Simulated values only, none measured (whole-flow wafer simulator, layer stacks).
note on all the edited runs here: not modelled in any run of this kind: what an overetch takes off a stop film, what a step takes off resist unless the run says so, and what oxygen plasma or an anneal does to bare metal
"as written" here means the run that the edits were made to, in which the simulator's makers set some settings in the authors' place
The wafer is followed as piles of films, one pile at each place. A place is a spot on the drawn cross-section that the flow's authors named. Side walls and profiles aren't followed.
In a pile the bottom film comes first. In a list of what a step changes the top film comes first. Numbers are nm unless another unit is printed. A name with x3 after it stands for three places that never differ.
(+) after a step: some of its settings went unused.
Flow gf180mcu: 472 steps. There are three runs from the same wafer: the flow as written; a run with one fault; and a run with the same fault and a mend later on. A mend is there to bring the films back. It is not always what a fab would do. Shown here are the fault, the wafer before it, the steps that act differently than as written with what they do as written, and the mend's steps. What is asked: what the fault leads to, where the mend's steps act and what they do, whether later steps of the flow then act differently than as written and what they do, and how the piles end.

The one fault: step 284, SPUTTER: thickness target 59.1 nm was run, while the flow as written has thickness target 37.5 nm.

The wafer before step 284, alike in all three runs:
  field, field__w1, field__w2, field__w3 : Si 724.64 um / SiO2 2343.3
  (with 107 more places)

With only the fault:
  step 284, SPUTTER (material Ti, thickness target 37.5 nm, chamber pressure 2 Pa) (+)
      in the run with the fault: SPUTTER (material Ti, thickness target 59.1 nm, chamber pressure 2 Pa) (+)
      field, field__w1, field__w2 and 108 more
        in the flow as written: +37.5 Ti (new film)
        in the run with the fault: +59.1 Ti (new film)
  Later steps of the flow acting differently than as written:
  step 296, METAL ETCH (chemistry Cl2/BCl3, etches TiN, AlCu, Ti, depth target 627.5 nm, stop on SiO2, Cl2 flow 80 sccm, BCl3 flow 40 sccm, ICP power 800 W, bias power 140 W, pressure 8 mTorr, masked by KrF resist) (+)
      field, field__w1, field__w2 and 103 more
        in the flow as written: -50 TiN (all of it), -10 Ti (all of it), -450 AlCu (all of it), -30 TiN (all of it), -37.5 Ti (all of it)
        in the run with the fault: -50 TiN (all of it), -10 Ti (all of it), -450 AlCu (all of it), -30 TiN (all of it), -59.1 Ti (all of it)
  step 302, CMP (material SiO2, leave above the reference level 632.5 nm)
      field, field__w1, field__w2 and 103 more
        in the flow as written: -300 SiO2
        in the run with the fault: -278.4 SiO2
  The piles end different from the flow's at field__w8, contact, m1, m1__w1, m1_nw by more than 2% or 0.5 nm, whichever is larger.
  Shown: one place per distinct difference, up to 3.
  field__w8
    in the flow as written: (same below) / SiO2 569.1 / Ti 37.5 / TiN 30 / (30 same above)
    in the run with the fault: (same below) / SiO2 569.1 / Ti 59.1 / TiN 30 / (30 same above)
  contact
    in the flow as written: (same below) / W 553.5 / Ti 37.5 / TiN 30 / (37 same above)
    in the run with the fault: (same below) / W 553.5 / Ti 59.1 / TiN 30 / (37 same above)

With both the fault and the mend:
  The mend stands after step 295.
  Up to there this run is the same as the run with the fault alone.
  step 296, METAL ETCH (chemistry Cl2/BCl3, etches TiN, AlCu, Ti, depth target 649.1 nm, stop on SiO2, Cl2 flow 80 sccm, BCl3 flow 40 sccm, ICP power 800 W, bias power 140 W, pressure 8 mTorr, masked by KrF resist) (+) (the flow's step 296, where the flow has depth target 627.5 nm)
      field, field__w1, field__w2 and 103 more
        -50 TiN (all of it), -10 Ti (all of it), -450 AlCu (all of it), -30 TiN (all of it), -59.1 Ti (all of it)
      field__w8, contact, m1, m1__w1, m1_nw
        -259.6 KrF resist
  Later steps of the flow acting differently than as written (1 more step, not shown, differs only slightly: by at most 2% or 0.5 nm, whichever is larger):
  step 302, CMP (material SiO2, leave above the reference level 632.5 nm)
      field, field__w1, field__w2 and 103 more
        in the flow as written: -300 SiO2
        in the run with the mend: -278.4 SiO2
  The piles end different from the flow's at field__w8, contact, m1, m1__w1, m1_nw by more than 2% or 0.5 nm, whichever is larger.
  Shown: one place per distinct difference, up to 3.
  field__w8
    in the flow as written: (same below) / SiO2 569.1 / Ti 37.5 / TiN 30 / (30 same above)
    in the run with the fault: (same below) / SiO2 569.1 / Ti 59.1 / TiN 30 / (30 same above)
    in the run with the mend: (same below) / SiO2 569.1 / Ti 59.1 / TiN 30 / (30 same above)
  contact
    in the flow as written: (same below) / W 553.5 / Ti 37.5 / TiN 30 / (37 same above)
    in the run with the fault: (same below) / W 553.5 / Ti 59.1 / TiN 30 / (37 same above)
    in the run with the mend: (same below) / W 553.5 / Ti 59.1 / TiN 30 / (37 same above)
